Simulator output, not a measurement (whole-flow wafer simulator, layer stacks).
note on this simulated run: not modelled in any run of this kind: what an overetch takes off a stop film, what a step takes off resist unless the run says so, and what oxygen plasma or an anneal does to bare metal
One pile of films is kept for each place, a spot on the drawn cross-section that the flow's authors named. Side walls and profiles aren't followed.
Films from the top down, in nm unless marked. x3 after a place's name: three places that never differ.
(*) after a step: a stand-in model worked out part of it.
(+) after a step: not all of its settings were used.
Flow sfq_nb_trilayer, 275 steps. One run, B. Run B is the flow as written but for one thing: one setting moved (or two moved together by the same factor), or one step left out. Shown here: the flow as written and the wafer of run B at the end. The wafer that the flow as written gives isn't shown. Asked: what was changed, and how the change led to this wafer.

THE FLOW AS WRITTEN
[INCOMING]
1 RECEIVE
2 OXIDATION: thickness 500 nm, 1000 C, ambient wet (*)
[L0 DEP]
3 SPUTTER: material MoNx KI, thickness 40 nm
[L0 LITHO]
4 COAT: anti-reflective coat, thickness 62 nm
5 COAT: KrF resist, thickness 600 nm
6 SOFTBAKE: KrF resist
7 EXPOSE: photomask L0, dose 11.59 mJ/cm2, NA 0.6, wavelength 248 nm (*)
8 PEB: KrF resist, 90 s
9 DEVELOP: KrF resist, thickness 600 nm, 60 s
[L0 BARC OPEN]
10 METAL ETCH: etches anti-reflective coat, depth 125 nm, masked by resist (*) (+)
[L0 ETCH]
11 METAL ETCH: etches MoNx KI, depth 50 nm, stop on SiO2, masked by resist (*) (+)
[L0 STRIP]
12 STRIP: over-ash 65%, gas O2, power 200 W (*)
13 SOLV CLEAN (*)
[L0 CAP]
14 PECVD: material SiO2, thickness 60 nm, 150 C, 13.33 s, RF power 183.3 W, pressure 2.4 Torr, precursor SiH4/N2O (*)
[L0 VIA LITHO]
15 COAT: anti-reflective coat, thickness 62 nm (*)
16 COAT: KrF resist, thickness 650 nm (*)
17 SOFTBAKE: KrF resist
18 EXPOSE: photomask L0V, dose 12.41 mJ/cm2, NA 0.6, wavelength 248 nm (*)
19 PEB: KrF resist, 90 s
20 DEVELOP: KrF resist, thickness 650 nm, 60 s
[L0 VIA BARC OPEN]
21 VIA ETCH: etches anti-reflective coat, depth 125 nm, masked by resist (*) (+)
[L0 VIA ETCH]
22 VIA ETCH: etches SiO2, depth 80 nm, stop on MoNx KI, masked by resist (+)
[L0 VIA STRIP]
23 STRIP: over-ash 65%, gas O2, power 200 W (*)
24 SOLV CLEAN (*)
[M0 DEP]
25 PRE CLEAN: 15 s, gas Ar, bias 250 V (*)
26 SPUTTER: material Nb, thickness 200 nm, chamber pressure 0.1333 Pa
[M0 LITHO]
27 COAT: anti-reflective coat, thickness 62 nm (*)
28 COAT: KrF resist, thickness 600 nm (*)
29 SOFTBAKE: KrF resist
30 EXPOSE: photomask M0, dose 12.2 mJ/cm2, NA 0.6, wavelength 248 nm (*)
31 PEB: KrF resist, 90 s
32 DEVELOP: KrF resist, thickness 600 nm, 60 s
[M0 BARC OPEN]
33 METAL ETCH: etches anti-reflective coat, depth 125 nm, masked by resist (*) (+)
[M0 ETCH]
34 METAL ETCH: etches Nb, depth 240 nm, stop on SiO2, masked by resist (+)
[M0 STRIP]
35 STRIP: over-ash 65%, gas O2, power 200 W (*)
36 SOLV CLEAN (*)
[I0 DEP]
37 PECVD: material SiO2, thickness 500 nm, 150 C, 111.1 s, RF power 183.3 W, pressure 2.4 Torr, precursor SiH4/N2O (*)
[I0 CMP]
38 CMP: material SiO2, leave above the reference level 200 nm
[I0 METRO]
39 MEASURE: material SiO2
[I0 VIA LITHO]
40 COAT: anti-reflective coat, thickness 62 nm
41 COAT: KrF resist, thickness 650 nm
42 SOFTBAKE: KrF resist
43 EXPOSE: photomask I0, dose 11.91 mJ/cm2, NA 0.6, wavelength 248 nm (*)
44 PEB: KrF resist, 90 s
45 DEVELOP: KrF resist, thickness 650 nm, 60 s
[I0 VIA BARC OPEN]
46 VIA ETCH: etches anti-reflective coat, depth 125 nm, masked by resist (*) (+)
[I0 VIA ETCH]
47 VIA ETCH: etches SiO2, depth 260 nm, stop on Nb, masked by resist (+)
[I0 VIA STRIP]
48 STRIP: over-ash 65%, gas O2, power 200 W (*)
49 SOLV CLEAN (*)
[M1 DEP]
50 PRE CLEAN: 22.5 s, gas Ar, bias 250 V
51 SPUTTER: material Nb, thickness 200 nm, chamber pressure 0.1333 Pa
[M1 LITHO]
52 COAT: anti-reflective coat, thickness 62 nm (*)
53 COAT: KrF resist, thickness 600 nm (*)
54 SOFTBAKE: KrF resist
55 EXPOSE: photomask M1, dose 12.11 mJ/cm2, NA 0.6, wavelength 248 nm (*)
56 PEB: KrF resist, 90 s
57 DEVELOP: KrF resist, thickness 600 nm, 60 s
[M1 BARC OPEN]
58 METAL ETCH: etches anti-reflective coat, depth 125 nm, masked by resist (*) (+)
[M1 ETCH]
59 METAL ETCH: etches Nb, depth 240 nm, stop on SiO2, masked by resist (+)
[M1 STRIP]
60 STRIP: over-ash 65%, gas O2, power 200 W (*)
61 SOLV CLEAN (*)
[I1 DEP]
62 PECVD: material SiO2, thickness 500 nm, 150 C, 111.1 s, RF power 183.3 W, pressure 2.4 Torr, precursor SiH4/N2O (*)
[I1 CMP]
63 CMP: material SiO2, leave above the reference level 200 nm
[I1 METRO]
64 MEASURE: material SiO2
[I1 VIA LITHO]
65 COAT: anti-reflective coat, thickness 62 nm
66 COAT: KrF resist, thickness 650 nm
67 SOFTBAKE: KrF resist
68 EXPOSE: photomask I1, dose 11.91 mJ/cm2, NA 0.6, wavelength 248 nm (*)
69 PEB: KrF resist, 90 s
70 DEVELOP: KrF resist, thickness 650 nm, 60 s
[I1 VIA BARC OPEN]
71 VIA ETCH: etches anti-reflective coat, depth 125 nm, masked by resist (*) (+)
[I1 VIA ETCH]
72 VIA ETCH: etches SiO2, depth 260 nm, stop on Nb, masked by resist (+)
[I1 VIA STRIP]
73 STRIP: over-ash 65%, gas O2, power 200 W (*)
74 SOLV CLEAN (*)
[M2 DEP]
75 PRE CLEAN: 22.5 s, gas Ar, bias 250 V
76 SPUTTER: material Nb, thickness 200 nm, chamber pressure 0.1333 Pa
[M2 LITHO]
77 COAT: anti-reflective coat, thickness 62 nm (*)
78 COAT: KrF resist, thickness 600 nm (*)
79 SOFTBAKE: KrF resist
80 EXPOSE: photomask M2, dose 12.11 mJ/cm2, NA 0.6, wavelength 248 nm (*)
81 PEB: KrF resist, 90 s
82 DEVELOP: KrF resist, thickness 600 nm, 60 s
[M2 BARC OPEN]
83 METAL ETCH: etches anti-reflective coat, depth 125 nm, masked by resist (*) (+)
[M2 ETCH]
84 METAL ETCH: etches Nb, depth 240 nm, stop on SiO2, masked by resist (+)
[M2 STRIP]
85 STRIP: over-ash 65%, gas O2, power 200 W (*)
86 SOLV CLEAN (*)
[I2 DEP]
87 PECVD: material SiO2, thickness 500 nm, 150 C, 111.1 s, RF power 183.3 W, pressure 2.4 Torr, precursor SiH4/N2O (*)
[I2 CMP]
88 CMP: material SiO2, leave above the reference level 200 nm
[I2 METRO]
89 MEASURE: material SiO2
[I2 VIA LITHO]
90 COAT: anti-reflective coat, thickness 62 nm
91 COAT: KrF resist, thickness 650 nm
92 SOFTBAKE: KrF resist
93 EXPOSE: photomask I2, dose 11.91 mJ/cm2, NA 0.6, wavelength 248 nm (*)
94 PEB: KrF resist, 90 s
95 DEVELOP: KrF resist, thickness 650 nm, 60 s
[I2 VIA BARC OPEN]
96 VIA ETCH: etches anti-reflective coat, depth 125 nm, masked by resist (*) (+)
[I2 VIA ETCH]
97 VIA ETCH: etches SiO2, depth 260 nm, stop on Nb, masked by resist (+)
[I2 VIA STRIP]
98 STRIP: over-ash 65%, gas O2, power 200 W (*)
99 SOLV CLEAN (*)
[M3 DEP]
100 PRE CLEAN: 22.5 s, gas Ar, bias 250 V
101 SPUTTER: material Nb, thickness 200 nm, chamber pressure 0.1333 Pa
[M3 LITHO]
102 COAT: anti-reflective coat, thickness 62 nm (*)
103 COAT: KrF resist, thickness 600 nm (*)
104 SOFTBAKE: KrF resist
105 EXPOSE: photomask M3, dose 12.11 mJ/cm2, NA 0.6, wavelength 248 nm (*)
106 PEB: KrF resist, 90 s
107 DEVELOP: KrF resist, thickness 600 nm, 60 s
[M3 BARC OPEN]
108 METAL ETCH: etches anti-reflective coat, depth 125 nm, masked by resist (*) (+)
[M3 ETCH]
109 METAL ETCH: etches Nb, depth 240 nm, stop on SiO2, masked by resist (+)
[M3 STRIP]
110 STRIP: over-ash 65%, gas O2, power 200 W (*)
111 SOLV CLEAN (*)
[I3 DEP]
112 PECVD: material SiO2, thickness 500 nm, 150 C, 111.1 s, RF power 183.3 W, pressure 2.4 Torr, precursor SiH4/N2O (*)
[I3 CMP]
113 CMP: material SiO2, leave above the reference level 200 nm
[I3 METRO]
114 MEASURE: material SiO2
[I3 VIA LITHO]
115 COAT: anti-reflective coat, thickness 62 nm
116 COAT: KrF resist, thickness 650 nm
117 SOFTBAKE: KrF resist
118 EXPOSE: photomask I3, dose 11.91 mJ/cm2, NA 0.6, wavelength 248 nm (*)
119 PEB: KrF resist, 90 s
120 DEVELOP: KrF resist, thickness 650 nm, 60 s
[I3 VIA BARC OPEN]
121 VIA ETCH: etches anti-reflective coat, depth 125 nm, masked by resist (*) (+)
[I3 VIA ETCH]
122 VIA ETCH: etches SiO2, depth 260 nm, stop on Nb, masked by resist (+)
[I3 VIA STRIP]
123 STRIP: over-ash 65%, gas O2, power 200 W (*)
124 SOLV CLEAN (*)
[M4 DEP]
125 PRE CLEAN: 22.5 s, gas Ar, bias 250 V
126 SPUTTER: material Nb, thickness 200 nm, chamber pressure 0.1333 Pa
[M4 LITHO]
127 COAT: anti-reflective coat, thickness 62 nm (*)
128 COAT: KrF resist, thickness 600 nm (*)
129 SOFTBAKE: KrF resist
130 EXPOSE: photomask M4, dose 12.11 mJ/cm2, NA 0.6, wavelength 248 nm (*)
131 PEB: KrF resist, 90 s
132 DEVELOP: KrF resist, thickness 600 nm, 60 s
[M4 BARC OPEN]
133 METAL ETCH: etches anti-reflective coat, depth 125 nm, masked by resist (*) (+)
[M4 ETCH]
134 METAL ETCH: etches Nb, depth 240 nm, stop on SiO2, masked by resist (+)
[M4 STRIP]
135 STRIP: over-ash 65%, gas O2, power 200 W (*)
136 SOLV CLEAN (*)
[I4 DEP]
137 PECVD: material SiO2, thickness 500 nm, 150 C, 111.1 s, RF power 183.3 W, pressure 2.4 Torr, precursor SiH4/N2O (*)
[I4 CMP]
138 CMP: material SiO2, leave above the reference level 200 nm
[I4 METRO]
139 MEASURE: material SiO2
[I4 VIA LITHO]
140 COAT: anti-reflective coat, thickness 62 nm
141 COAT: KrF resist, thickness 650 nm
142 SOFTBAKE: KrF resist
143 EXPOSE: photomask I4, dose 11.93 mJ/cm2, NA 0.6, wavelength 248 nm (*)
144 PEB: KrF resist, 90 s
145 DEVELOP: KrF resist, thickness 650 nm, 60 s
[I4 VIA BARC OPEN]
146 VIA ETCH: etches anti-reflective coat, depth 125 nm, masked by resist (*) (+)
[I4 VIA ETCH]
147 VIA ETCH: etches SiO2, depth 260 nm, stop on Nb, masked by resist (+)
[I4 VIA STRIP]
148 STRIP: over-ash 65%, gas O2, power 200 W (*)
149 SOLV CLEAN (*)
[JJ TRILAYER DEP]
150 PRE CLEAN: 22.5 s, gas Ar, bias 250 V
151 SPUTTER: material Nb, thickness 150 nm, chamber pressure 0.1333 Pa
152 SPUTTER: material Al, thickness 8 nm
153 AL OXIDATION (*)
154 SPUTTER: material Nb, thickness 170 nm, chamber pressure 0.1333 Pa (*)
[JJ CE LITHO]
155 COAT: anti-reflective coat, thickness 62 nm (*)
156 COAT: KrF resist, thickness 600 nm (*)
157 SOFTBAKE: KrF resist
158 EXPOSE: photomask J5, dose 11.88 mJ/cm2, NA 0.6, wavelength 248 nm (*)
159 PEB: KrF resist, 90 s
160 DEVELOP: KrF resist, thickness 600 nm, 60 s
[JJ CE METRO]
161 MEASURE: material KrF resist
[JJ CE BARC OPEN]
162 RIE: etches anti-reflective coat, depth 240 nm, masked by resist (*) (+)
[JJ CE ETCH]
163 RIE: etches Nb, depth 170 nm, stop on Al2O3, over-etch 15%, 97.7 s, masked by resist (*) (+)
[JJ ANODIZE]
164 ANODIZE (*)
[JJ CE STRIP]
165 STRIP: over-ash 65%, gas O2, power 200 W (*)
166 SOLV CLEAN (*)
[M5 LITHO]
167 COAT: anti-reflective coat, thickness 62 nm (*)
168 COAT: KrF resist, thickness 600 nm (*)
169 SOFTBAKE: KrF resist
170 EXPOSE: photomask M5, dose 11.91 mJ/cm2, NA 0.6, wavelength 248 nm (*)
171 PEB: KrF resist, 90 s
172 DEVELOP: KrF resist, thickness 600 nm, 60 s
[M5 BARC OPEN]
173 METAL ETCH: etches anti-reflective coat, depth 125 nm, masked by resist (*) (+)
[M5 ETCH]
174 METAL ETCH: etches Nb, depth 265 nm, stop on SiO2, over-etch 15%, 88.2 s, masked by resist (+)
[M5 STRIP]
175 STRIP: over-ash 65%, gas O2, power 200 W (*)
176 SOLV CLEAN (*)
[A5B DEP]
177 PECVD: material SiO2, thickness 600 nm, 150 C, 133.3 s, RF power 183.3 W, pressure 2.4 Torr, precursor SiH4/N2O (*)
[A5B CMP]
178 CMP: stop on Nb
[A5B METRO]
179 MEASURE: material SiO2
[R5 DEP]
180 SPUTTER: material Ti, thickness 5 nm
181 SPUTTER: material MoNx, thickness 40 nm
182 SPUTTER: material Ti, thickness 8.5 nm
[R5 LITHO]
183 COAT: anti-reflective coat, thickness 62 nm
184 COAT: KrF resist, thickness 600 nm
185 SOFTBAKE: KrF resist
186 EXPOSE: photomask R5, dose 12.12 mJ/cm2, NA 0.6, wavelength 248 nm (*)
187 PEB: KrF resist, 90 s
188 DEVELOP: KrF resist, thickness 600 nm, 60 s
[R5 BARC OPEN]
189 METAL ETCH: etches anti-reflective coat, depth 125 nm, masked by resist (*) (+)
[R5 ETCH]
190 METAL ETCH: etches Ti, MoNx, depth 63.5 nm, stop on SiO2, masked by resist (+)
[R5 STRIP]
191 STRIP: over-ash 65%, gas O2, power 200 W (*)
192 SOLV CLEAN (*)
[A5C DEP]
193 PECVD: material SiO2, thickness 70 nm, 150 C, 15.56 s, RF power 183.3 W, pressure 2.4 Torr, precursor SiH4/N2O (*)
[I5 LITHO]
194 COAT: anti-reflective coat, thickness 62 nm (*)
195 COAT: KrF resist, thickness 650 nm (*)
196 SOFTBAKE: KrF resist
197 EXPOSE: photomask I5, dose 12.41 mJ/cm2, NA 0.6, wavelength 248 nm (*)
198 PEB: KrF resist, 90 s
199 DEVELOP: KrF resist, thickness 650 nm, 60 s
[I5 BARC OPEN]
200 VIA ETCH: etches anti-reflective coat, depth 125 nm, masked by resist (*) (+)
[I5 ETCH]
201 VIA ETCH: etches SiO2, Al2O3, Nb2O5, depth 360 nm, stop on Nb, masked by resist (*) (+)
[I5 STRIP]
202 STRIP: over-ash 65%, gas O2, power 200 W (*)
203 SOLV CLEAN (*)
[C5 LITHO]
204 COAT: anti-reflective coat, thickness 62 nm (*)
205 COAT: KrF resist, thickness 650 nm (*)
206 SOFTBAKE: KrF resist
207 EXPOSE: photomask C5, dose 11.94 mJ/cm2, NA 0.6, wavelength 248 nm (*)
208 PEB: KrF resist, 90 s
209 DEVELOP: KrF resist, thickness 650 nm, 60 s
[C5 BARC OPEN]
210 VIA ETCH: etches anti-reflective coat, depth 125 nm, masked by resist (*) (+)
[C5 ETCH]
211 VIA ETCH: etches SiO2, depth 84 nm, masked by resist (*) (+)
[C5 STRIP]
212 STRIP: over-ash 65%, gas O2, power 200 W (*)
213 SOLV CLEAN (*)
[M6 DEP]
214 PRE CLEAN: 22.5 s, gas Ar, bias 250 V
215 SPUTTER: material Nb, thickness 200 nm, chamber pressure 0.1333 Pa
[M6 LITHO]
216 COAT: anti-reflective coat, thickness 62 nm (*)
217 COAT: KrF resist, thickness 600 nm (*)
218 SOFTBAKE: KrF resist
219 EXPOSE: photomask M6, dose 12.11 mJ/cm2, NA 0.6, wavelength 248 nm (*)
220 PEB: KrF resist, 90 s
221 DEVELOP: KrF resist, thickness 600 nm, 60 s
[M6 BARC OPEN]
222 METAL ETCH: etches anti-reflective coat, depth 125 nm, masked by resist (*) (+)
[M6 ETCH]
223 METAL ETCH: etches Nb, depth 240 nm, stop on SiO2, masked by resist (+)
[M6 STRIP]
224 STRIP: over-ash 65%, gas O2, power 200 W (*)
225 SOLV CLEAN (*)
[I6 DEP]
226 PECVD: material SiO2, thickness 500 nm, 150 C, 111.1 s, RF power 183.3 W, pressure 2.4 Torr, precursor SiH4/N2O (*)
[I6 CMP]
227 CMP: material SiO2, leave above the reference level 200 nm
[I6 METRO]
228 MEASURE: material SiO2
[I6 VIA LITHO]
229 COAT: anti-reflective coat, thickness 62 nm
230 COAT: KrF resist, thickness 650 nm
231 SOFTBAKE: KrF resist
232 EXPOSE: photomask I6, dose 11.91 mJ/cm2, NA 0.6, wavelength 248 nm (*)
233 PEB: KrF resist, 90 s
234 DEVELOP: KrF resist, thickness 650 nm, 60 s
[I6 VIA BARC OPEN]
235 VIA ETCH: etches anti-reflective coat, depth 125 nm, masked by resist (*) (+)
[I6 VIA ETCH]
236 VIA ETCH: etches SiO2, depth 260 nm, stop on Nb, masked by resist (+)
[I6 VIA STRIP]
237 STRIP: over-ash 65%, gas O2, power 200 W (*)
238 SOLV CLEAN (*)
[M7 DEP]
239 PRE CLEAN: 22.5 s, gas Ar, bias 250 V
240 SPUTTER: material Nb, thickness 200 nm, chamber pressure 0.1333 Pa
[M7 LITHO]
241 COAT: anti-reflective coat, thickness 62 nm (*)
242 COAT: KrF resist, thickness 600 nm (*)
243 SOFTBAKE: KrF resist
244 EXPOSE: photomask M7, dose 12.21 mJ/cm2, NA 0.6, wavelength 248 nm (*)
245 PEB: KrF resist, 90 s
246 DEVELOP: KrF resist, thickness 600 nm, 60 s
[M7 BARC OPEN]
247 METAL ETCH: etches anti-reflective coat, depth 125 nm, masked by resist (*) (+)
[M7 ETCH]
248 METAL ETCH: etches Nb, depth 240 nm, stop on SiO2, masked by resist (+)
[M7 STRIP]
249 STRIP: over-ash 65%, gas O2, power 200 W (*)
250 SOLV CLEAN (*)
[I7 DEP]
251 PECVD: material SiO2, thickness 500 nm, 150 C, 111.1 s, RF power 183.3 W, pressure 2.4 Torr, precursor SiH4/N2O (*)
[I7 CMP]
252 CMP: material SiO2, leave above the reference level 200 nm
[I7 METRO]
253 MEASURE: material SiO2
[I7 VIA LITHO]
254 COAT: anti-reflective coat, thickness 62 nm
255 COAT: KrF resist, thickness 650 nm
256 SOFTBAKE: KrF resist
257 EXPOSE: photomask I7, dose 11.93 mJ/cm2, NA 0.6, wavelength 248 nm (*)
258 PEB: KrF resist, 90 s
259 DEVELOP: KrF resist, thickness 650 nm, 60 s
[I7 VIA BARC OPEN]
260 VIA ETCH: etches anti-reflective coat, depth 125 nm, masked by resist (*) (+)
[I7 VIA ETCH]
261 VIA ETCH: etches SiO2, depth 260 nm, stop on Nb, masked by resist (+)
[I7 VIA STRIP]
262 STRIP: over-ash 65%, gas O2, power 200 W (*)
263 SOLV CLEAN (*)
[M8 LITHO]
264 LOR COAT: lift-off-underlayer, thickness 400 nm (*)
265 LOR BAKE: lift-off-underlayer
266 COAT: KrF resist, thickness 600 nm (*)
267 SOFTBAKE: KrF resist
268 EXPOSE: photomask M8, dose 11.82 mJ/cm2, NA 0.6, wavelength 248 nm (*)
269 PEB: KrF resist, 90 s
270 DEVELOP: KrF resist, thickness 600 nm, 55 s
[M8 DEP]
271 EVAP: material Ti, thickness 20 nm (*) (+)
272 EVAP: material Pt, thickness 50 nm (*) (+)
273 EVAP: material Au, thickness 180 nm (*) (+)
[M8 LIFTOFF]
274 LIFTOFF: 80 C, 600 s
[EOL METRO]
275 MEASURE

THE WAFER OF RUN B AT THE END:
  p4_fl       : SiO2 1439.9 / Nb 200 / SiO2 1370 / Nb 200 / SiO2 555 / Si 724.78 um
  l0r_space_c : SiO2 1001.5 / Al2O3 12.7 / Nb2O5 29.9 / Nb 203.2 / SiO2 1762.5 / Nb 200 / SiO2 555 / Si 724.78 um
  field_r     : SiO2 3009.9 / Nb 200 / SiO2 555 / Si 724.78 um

The cause: step 151, SPUTTER: thickness 214 nm was run, where the flow has thickness 150 nm.

How the change led to this, step by step:
  151 SPUTTER: material Nb, thickness 150 nm, chamber pressure 0.1333 Pa
      field_l, v_sur, via_sp and 100 more: Nb +214 (new film) (as written it would be: Nb +150 (new film))
      via_wl, via_w, via_wr: Nb +186.8 (as written it would be: Nb +130.4)
  152 SPUTTER: material Al, thickness 8 nm
      via_wl, via_wr: Al +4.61 (new film) (as written it would be: Al +5.14 (new film))
  154 SPUTTER: material Nb, thickness 170 nm, chamber pressure 0.1333 Pa (*)
      via_wl, via_wr: Nb +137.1 (new film) (as written it would be: Nb +140.7 (new film))
      via_w: Nb +137.5 (new film) (as written it would be: Nb +141 (new film))
  155 COAT: anti-reflective coat, thickness 62 nm (*)
      via_wl, via_wr: anti-reflective coat +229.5 (new film) (as written it would be: anti-reflective coat +209.4 (new film))
      via_w: anti-reflective coat +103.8 (new film) (as written it would be: anti-reflective coat +97.4 (new film))
  162 RIE: etches anti-reflective coat, depth 240 nm, masked by resist (*) (+)
      ce_l, c5j, ce_r, wl_jj: KrF resist -229.5 (as written it would be: KrF resist -209.4)
      via_wl, via_wr: anti-reflective coat -229.5 (all of it) (as written it would be: anti-reflective coat -209.4 (all of it))
      (and at 1 more place)
  163 RIE: etches Nb, depth 170 nm, stop on Al2O3, over-etch 15%, 97.7 s, masked by resist (*) (+)
      via_wl, via_wr: Nb -137.1 (all of it), Al2O3 -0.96 (all of it) (as written it would be: Nb -140.7 (all of it), Al2O3 -0.96 (all of it))
      via_w: Nb -137.5 (all of it), Al2O3 -0.96 (all of it) (as written it would be: Nb -141 (all of it), Al2O3 -0.96 (all of it))
  164 ANODIZE (*)
      via_wl, via_wr: Al2O3 +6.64 (new film), Nb2O5 +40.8 (new film), Al -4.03 (all of it), Nb -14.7 (as written it would be: Al2O3 +7.52 (new film), Nb2O5 +39.2 (new film), Al -4.56 (all of it), Nb -14.1)
      via_w: Al2O3 +10.4 (new film), Nb2O5 +34 (new film), Al -6.3 (all of it), Nb -12.2 (as written it would be: Al2O3 +10.8 (new film), Nb2O5 +33.3 (new film), Al -6.54 (all of it), Nb -12)
  165 STRIP: over-ash 65%, gas O2, power 200 W (*)
      c5j, ce_r: KrF resist -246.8 (all of it), anti-reflective coat -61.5 (all of it) (as written it would be: KrF resist -266.9 (all of it), anti-reflective coat -61.5 (all of it))
      ce_l: KrF resist -246.7 (all of it), anti-reflective coat -61.4 (all of it) (as written it would be: KrF resist -266.8 (all of it), anti-reflective coat -61.4 (all of it))
      (and at 1 more place)
  167 COAT: anti-reflective coat, thickness 62 nm (*)
      v_sur: anti-reflective coat +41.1 (new film) (as written it would be: anti-reflective coat +44.9 (new film))
      via_wl: anti-reflective coat +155 (new film) (as written it would be: anti-reflective coat +170.5 (new film))
      (and at 3 more places)
  168 COAT: KrF resist, thickness 600 nm (*)
      via_wl: KrF resist +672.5 (new film) (as written it would be: KrF resist +656 (new film))
      via_wr: KrF resist +673.4 (new film) (as written it would be: KrF resist +656.6 (new film))
  174 METAL ETCH: etches Nb, depth 265 nm, stop on SiO2, over-etch 15%, 88.2 s, masked by resist (+)
      field_l, r_sur, res and 49 more: Al2O3 -12.6 (all of it), Nb2O5 -29.9 (all of it), Nb -203.2 (all of it), SiO2 -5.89 (as written it would be: Al2O3 -12.6 (all of it), Nb2O5 -29.9 (all of it), Nb -139.2 (all of it), SiO2 -12.3)
      wl_a_sl: Al2O3 -12.6 (all of it), Nb2O5 -29.9 (all of it), Nb -203.2 (all of it), SiO2 -5.9 (as written it would be: Al2O3 -12.6 (all of it), Nb2O5 -29.9 (all of it), Nb -139.2 (all of it), SiO2 -12.3)
  175 STRIP: over-ash 65%, gas O2, power 200 W (*)
      v_sur: KrF resist -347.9 (all of it), anti-reflective coat -41.1 (all of it) (as written it would be: KrF resist -349.2 (all of it), anti-reflective coat -44.9 (all of it))
      via_wl: KrF resist -443.6 (all of it), anti-reflective coat -155 (all of it) (as written it would be: KrF resist -427 (all of it), anti-reflective coat -170.5 (all of it))
      (and at 3 more places)
  178 CMP: stop on Nb
      field_l, p4_fl, p4_fm and 39 more: SiO2 -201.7 (as written it would be: SiO2 -259.3)
      r_sur, res, r_end, moat, field_r, lsp_l: SiO2 -192.6 (as written it would be: SiO2 -252.3)
      (and at 8 more places)
